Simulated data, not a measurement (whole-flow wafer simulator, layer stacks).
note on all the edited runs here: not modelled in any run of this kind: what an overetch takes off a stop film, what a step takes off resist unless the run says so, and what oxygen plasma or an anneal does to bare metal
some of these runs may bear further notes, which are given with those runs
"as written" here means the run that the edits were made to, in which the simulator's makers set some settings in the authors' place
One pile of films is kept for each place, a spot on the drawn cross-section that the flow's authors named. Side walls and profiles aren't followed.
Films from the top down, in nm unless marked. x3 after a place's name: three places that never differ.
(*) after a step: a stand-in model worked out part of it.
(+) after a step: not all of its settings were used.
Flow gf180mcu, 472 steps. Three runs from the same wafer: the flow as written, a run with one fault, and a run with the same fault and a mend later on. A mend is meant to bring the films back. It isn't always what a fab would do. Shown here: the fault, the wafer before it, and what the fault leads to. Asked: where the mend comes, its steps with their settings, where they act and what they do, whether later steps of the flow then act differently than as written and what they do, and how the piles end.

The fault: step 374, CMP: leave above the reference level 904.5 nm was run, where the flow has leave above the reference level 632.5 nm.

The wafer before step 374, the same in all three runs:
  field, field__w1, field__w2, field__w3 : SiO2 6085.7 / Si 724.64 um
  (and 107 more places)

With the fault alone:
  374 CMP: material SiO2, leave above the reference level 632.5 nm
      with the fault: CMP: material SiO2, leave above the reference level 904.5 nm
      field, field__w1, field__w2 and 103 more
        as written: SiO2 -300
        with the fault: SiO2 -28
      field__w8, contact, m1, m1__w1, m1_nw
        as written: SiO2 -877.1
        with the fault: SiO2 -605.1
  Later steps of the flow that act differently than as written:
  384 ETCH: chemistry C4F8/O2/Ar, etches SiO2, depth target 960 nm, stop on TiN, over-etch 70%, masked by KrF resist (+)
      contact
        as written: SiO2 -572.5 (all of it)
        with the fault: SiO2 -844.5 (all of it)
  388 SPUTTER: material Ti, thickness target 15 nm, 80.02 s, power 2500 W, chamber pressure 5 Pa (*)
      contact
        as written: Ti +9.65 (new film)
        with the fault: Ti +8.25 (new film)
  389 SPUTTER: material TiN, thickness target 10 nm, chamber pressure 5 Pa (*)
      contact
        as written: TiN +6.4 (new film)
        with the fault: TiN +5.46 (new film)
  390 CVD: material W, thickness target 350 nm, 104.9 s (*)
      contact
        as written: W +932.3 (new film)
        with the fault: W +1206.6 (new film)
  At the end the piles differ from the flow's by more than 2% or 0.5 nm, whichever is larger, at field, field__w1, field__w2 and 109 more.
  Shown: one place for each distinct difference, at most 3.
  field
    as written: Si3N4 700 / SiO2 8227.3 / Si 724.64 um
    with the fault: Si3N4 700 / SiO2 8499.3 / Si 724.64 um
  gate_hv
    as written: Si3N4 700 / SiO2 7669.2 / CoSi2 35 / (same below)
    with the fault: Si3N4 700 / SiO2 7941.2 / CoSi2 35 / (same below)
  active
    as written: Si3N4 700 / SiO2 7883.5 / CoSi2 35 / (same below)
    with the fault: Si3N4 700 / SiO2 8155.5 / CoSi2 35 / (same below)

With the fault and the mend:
  The mend comes after step 382.
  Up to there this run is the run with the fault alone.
  382a STRIP: chemistry O2/N2, power 2160 W, pressure 1700 mTorr (*)
      field, field__w1, field__w2 and 107 more
        KrF resist -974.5 (all of it), anti-reflective coat -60 (all of it)
      contact
        anti-reflective coat -60 (all of it)
  382b CMP: material SiO2, leave above the reference level 632.5 nm (the flow's step 374 once more)
      field, field__w1, field__w2 and 108 more
        SiO2 -272
  382c HMDS: 120 C, 60 s (the flow's step 376 once more)
      changes no film at any place that is followed
  382d COAT: anti-reflective coat, thickness 60 nm, 182 C, 71 s (the flow's step 377 once more)
      field, field__w1, field__w2 and 108 more
        anti-reflective coat +60 (new film)
  382e COAT: KrF resist, thickness 1000 nm (the flow's step 378 once more)
      field, field__w1, field__w2 and 108 more
        KrF resist +1000 (new film)
  382f SOFTBAKE: KrF resist (the flow's step 379 once more)
      changes no film at any place that is followed
  382g EXPOSE: photomask Via4 (the flow's step 380 once more)
      changes no film at any place that is followed
  382h PEB: KrF resist, 135 C, 90 s (the flow's step 381 once more)
      field, field__w1, field__w2 and 108 more
        KrF resist -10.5
  382i DEVELOP: KrF resist, thickness 1000 nm, 60 s (the flow's step 382 once more)
      field, field__w1, field__w2 and 107 more
        KrF resist -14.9
      contact
        KrF resist -989.5 (all of it)
  No later step of the flow acts differently than as written at any place that is followed.
  At the end the piles are the same as the flow's at every place that both follow.
